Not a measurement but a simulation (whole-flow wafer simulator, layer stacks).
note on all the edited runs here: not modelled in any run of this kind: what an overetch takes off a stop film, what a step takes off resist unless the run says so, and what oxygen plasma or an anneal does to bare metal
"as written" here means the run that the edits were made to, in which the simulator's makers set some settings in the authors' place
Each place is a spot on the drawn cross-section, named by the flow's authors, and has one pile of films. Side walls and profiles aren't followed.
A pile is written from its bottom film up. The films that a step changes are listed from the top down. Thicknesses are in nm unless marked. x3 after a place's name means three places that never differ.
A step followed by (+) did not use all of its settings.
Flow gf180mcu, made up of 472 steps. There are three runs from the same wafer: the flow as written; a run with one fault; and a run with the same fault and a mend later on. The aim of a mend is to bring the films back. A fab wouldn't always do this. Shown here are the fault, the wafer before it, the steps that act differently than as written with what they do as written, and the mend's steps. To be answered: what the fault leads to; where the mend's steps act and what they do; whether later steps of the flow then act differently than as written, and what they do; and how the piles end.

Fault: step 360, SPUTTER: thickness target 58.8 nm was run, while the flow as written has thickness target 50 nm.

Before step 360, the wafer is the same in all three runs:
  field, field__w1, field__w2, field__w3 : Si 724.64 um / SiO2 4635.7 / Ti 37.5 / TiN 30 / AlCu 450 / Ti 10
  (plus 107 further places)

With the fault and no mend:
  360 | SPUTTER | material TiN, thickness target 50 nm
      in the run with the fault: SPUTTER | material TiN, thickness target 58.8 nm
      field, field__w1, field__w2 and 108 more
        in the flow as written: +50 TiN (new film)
        in the run with the fault: +58.8 TiN (new film)
  Steps further on in the flow that do not act as written (6 more steps, not shown, differ only slightly: by at most 2% or 0.5 nm, whichever is larger):
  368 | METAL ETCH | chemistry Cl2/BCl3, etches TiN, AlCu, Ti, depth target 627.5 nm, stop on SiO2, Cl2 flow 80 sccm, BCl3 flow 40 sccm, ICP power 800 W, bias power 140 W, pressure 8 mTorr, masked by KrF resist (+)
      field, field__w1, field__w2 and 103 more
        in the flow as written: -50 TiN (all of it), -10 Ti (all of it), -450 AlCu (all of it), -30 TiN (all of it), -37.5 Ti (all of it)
        in the run with the fault: -58.8 TiN (all of it), -10 Ti (all of it), -450 AlCu (all of it), -30 TiN (all of it), -37.5 Ti (all of it)
  At field__w8, contact, m1, m1__w1, m1_nw, the piles at the end differ from the flow's by more than 2% or 0.5 nm, whichever is larger.
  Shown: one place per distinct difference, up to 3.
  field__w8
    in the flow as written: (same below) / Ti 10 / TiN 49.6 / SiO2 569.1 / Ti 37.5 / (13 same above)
    in the run with the fault: (same below) / Ti 10 / TiN 58.4 / SiO2 560.3 / Ti 37.5 / (13 same above)
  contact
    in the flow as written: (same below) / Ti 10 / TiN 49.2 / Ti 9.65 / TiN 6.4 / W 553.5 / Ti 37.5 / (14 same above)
    in the run with the fault: (same below) / Ti 10 / TiN 58 / Ti 9.7 / TiN 6.44 / W 544.6 / Ti 37.5 / (14 same above)

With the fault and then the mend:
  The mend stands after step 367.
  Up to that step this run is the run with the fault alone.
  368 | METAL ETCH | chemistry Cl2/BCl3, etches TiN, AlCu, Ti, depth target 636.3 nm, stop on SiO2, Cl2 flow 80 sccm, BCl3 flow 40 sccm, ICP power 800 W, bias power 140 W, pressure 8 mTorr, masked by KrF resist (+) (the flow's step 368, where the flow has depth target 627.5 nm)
      field, field__w1, field__w2 and 103 more
        -58.8 TiN (all of it), -10 Ti (all of it), -450 AlCu (all of it), -30 TiN (all of it), -37.5 Ti (all of it)
      field__w8, contact, m1, m1__w1, m1_nw
        -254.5 KrF resist
  None of the later steps of the flow differs from how it acts as written, at any place that is followed, by more than 2% or 0.5 nm, whichever is larger.
  At field__w8, contact, m1, m1__w1, m1_nw, the piles at the end differ from the flow's by more than 2% or 0.5 nm, whichever is larger.
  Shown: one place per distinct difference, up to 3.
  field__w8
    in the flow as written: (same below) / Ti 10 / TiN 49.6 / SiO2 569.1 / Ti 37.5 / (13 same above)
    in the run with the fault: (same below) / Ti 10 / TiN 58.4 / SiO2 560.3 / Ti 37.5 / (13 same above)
    in the run with the mend: (same below) / Ti 10 / TiN 58.4 / SiO2 560.3 / Ti 37.5 / (13 same above)
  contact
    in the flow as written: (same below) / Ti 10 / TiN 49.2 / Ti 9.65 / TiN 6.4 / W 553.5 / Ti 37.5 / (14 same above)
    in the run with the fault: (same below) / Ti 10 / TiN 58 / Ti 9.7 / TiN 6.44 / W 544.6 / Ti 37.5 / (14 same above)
    in the run with the mend: (same below) / Ti 10 / TiN 58 / Ti 9.7 / TiN 6.44 / W 544.6 / Ti 37.5 / (14 same above)
